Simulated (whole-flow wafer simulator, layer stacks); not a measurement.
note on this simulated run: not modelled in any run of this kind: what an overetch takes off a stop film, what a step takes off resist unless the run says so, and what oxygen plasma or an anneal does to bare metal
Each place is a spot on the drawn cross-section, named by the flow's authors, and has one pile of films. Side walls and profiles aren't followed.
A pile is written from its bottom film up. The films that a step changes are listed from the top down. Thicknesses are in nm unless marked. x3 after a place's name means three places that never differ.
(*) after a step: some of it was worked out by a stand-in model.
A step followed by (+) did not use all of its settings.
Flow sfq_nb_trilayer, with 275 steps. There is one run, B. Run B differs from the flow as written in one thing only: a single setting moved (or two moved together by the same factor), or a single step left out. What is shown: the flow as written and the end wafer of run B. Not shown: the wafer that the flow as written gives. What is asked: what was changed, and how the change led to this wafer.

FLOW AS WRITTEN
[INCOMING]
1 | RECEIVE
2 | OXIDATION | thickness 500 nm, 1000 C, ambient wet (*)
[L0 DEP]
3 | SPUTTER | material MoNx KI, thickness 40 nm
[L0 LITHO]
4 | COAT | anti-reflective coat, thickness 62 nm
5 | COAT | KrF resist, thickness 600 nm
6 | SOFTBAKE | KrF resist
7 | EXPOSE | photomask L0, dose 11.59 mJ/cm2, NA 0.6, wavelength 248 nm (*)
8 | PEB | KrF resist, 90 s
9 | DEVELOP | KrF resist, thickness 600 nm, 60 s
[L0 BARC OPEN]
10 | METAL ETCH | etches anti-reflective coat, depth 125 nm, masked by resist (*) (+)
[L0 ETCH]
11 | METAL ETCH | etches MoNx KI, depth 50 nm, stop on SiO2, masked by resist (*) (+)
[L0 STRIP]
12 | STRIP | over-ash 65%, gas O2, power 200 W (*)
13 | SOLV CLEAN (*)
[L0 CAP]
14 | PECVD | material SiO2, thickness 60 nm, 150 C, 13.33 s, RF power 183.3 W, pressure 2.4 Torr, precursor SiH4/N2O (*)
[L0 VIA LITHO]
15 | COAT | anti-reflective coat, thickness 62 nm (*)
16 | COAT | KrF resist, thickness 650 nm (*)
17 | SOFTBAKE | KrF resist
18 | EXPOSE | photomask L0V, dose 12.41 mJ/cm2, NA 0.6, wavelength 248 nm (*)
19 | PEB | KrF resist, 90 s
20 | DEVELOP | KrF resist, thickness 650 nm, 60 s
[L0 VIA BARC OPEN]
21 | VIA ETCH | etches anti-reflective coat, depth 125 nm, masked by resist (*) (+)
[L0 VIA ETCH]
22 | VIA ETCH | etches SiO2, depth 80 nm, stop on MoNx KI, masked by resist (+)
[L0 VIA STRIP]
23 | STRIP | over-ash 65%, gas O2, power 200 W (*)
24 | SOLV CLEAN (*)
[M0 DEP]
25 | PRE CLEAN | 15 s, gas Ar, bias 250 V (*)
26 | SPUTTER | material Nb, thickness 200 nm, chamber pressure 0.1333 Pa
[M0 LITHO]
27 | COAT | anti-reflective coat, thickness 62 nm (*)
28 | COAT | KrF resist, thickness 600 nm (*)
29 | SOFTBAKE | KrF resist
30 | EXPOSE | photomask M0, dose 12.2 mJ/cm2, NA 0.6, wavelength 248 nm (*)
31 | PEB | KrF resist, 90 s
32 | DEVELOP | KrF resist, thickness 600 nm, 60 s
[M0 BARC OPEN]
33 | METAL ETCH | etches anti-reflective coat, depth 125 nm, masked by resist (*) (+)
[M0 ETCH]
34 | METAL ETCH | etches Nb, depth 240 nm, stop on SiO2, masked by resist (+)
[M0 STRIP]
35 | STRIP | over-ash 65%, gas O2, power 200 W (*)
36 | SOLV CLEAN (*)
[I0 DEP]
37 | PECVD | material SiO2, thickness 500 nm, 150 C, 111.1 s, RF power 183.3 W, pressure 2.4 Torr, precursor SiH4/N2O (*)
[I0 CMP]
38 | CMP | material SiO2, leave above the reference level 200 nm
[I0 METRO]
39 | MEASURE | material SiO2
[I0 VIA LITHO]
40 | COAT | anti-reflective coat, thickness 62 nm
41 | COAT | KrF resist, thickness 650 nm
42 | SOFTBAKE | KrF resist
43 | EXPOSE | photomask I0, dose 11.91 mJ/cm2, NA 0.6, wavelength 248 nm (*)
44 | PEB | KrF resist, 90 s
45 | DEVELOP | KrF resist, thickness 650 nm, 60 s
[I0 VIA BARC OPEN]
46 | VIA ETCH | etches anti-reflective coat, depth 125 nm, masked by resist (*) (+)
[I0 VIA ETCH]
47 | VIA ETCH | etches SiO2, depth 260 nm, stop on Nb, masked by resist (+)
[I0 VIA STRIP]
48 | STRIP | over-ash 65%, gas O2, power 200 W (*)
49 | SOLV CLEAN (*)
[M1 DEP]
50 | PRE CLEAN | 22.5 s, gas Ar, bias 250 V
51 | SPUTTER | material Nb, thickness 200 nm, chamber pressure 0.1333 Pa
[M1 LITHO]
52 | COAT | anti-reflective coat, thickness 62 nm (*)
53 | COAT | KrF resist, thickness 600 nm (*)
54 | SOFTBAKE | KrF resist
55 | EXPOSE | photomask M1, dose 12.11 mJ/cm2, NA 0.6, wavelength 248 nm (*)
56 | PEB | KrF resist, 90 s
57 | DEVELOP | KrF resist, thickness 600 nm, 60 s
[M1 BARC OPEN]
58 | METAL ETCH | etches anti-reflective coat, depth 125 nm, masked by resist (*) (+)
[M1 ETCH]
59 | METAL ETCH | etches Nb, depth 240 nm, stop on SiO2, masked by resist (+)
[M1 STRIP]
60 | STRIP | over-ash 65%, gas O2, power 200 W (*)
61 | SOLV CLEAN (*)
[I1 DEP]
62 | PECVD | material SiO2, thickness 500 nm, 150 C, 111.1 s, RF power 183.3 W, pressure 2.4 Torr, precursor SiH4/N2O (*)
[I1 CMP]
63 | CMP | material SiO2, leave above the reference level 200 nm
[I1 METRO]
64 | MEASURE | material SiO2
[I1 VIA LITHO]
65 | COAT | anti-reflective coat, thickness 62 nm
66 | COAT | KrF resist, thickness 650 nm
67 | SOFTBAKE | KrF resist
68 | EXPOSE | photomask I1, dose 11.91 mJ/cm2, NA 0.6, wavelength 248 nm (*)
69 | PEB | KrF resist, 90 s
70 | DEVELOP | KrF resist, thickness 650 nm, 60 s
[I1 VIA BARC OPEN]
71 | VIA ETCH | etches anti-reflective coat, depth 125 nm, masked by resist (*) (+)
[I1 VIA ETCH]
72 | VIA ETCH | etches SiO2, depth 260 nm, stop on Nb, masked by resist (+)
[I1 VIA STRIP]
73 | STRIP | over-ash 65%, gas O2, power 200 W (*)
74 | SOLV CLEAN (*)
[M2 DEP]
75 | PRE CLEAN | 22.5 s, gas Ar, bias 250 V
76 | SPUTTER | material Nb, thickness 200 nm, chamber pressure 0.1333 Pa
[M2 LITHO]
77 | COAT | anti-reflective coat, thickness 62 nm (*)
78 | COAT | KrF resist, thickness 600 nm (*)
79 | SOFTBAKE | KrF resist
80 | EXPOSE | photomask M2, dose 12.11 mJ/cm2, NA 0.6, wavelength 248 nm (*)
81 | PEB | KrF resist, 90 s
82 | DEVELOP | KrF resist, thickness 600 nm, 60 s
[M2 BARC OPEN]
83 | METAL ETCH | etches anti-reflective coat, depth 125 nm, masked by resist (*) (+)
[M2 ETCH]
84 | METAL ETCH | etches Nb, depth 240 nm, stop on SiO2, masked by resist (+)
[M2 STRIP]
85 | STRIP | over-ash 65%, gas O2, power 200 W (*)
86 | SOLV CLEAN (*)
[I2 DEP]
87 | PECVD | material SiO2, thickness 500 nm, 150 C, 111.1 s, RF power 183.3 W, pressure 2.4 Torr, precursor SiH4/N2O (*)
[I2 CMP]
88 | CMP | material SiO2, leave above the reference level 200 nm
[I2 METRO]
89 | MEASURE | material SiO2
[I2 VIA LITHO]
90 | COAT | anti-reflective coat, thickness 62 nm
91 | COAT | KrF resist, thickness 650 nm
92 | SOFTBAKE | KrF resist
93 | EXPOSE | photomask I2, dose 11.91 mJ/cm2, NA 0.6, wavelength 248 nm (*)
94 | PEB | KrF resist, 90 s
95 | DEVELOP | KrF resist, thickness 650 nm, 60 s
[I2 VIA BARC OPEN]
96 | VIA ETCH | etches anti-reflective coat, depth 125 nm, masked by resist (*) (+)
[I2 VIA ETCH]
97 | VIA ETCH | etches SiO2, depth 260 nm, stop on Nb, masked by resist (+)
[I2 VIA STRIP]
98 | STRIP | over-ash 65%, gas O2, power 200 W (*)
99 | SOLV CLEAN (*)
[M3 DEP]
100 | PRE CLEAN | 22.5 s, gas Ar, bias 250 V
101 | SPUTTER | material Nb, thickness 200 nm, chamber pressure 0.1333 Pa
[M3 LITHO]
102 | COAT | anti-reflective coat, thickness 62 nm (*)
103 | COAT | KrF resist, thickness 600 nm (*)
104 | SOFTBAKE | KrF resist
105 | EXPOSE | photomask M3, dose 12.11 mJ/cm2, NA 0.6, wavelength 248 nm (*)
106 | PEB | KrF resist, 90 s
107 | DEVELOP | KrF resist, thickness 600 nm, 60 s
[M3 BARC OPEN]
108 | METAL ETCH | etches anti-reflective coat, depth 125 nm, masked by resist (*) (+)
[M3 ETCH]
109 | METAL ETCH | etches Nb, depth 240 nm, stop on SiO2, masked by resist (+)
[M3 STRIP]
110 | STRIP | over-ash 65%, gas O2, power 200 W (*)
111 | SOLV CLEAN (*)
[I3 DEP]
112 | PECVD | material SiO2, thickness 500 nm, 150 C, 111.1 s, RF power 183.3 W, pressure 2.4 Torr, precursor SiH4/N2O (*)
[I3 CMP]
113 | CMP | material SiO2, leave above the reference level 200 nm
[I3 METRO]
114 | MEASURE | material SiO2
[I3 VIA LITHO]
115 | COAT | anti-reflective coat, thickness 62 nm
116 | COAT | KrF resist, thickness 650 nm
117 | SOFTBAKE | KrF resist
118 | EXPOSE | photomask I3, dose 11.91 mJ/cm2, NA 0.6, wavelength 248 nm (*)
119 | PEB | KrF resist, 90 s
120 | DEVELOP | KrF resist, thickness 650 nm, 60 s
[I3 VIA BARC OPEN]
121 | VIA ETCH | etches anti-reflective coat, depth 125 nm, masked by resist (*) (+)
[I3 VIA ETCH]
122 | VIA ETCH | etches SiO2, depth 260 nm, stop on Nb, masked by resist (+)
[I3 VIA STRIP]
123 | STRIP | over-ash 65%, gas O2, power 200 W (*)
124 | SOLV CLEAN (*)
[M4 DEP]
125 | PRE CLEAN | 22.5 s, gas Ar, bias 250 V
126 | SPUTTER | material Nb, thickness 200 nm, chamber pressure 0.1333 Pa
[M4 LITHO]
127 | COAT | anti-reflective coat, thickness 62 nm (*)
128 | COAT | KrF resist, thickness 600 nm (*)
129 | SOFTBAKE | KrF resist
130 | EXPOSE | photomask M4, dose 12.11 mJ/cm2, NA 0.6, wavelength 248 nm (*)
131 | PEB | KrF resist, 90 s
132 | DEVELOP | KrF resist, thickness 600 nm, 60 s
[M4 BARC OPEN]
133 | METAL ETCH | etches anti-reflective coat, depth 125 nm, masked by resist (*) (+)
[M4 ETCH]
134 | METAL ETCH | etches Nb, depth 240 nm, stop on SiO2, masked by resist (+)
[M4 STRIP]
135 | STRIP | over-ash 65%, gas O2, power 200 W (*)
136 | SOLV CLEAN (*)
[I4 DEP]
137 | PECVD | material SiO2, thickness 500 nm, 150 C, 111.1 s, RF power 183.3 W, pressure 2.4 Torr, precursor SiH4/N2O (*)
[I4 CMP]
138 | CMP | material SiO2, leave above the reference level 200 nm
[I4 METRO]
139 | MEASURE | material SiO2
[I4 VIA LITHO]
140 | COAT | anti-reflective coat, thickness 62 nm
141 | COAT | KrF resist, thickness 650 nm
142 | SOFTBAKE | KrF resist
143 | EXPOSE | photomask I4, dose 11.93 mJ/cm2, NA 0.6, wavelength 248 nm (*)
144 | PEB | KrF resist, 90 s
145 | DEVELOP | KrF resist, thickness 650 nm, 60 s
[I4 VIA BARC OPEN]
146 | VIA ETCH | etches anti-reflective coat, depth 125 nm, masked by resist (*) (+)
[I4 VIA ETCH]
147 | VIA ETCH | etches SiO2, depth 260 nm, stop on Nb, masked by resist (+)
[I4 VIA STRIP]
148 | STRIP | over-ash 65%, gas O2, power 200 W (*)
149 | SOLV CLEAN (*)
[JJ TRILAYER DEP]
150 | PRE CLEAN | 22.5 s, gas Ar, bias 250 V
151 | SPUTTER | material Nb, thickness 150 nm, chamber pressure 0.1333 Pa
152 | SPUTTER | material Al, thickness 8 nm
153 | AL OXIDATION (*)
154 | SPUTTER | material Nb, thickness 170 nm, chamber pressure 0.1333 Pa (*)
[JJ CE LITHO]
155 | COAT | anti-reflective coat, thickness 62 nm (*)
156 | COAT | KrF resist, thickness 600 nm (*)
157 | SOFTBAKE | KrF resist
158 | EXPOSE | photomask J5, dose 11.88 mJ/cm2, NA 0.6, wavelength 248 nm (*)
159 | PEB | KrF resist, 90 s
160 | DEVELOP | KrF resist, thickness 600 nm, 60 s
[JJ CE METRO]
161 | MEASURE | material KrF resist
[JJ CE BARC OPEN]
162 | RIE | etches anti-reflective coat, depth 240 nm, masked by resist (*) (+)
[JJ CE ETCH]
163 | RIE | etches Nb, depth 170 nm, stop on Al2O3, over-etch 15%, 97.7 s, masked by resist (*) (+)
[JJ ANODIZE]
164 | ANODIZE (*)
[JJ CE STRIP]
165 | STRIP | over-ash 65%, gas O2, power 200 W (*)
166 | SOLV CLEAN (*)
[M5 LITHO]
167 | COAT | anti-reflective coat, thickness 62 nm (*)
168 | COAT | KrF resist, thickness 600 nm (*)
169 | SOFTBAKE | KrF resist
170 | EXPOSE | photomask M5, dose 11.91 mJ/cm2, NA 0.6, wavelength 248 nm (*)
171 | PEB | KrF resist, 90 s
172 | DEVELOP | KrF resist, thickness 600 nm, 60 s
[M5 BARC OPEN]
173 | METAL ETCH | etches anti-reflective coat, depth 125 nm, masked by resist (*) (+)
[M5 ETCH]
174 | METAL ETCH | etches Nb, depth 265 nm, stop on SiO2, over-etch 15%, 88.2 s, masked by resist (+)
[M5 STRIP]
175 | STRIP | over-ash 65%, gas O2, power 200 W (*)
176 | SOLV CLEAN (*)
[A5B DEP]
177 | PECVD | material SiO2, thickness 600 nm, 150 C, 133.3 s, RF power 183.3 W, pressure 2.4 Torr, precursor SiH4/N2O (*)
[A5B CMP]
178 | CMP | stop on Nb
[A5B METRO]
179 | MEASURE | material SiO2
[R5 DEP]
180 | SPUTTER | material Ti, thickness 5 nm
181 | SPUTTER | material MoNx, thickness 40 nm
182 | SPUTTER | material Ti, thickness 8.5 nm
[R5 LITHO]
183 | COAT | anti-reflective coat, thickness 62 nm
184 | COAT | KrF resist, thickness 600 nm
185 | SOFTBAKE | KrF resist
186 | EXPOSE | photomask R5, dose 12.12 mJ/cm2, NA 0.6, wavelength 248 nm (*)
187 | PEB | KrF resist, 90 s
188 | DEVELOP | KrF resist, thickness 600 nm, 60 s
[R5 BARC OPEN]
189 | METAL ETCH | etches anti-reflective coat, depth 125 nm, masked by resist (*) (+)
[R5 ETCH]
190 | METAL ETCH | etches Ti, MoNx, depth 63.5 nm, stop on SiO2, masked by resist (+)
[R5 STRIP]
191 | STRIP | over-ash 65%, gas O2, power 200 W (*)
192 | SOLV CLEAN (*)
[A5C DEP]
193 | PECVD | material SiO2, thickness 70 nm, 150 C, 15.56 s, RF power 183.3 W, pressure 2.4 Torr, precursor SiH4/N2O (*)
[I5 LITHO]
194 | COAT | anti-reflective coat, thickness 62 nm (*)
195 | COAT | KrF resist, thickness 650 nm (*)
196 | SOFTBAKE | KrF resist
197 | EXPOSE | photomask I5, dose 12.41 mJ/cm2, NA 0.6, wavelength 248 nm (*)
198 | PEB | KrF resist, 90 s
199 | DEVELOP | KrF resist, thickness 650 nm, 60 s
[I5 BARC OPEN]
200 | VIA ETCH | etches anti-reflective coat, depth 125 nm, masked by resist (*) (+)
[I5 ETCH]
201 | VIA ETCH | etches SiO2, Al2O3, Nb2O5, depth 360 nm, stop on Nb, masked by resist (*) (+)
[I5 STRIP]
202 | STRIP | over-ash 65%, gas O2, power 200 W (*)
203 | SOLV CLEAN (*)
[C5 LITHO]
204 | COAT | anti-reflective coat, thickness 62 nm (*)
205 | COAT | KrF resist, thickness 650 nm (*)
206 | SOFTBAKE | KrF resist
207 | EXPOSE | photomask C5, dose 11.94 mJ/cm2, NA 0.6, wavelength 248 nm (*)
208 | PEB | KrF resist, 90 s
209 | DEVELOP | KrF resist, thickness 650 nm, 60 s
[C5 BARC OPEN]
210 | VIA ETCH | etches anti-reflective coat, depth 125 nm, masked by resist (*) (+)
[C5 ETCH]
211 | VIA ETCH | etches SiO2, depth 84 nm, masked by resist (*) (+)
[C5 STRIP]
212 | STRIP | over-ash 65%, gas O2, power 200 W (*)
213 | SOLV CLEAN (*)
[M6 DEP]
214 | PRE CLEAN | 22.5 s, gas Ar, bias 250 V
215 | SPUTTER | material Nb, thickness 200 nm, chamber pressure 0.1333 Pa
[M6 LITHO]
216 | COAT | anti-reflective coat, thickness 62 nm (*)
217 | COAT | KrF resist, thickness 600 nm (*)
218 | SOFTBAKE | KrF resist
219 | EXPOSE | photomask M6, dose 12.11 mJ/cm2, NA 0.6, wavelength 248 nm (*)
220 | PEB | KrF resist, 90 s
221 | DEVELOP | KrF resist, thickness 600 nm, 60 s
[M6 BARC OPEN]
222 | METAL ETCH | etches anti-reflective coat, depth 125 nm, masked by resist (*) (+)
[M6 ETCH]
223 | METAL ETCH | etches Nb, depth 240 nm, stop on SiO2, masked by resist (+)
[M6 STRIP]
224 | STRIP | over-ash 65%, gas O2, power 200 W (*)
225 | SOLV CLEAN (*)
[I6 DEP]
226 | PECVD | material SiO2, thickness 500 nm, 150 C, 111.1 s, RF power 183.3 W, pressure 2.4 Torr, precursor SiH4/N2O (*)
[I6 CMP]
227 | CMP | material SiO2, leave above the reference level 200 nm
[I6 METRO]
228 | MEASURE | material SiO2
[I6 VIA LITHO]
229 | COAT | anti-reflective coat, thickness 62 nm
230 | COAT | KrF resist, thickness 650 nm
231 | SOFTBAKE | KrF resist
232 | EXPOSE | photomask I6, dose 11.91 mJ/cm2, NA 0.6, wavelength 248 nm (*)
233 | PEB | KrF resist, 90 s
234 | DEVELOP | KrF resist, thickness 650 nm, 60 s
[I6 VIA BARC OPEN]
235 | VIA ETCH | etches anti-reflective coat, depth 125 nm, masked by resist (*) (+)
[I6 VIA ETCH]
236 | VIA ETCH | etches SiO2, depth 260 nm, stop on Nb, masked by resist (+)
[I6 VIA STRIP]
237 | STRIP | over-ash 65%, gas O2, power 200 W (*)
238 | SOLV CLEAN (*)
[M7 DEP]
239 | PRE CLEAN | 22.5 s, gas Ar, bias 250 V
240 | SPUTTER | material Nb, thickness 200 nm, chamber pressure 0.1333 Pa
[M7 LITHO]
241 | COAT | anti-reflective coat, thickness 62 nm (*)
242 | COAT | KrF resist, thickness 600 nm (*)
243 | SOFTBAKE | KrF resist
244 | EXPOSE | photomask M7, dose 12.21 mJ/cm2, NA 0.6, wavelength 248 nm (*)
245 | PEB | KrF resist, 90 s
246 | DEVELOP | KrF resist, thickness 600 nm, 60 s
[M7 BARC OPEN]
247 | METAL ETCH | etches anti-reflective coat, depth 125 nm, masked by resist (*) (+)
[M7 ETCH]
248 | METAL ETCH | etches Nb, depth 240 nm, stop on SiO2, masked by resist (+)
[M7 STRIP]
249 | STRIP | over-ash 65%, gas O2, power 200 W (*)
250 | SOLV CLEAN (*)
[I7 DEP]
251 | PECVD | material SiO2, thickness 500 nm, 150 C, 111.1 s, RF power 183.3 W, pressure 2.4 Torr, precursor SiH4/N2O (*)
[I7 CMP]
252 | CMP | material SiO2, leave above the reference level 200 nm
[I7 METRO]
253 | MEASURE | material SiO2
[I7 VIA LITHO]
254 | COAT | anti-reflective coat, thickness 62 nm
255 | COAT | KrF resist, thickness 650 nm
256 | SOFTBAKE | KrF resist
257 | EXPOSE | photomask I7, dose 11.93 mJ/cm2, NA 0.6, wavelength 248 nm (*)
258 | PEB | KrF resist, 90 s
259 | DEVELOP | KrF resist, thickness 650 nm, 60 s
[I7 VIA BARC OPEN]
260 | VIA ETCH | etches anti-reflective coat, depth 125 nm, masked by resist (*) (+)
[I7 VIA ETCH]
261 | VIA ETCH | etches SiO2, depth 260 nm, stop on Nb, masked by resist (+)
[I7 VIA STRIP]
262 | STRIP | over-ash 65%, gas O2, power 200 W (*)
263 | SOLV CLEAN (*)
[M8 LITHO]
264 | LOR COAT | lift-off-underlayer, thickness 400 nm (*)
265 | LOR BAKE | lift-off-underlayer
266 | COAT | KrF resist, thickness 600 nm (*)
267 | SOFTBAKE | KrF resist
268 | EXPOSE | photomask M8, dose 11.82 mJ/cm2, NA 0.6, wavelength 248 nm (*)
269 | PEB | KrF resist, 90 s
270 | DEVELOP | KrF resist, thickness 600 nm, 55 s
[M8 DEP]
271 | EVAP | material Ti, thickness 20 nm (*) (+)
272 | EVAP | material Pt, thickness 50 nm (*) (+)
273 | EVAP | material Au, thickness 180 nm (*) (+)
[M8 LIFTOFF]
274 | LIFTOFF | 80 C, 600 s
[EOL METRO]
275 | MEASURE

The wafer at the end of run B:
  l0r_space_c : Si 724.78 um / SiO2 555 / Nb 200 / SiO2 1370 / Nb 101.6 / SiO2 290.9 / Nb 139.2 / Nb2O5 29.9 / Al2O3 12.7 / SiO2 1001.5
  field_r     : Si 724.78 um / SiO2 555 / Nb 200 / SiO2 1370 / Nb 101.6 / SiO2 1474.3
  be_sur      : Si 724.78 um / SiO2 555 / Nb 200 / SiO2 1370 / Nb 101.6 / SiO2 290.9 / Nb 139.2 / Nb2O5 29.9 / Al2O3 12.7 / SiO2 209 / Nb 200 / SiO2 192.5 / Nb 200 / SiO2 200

Cause: step 134, METAL ETCH: depth 98.4 nm was run, while the flow as written has depth 240 nm.

How this came from the change, step by step:
  134 | METAL ETCH | etches Nb, depth 240 nm, stop on SiO2, masked by resist (+)
      field_l, be, be_sur and 64 more: Nb loses 98.4 (in the flow as written it would be: Nb loses 200 (all of it))
      v_sur, via_wl, via_w and 36 more: KrF resist loses 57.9 (in the flow as written it would be: KrF resist loses 141.2)
  135 | STRIP | over-ash 65%, gas O2, power 200 W (*)
      p4_fl, p4_fm, p4_w1 and 26 more: KrF resist loses 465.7 (all of it), anti-reflective coat loses 62 (all of it) (in the flow as written it would be: KrF resist loses 382.4 (all of it), anti-reflective coat loses 62 (all of it))
      ln_m5, lsp_m, ln_m6: KrF resist loses 465.2 (all of it), anti-reflective coat loses 61.8 (all of it) (in the flow as written it would be: KrF resist loses 381.9 (all of it), anti-reflective coat loses 61.8 (all of it))
      (also at 7 further places)
  137 | PECVD | material SiO2, thickness 500 nm, 150 C, 111.1 s, RF power 183.3 W, pressure 2.4 Torr, precursor SiH4/N2O (*)
      field_l, be, be_sur and 55 more: SiO2 gains 500 (new film) (in the flow as written it would be: SiO2 gains 500)
      p3_s0, p3_s1, p3_s2, p3_s3, p3_s4, p3_s5: SiO2 gains 500 (new film) (in the flow as written it would be: SiO2 gains 557.1)
      (also at 3 further places)
  138 | CMP | material SiO2, leave above the reference level 200 nm
      field_l, be, be_sur and 55 more: SiO2 loses 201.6 (in the flow as written it would be: SiO2 loses 100)
      p3_s0, p3_s1, p3_s2, p3_s3, p3_s4, p3_s5: SiO2 loses 201.6 (in the flow as written it would be: SiO2 loses 157.1)
      (also at 3 further places)
With metal films that touch counted as one body, l0r_space_c has 3 bodies (between them, from the top down: SiO2 290.9; SiO2 1370); the flow as written gives 2 bodies (between them, from the top down: SiO2 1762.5).
With metal films that touch counted as one body, field_r has 2 bodies (between them, from the top down: SiO2 1370); the flow as written gives 1 body.
With metal films that touch counted as one body, be_sur has 5 bodies (between them, from the top down: SiO2 192.5; SiO2 209 / Al2O3 12.7 / Nb2O5 29.9; SiO2 290.9; SiO2 1370); the flow as written gives 4 bodies (between them, from the top down: SiO2 192.5; SiO2 209 / Al2O3 12.7 / Nb2O5 29.9; SiO2 1762.5).
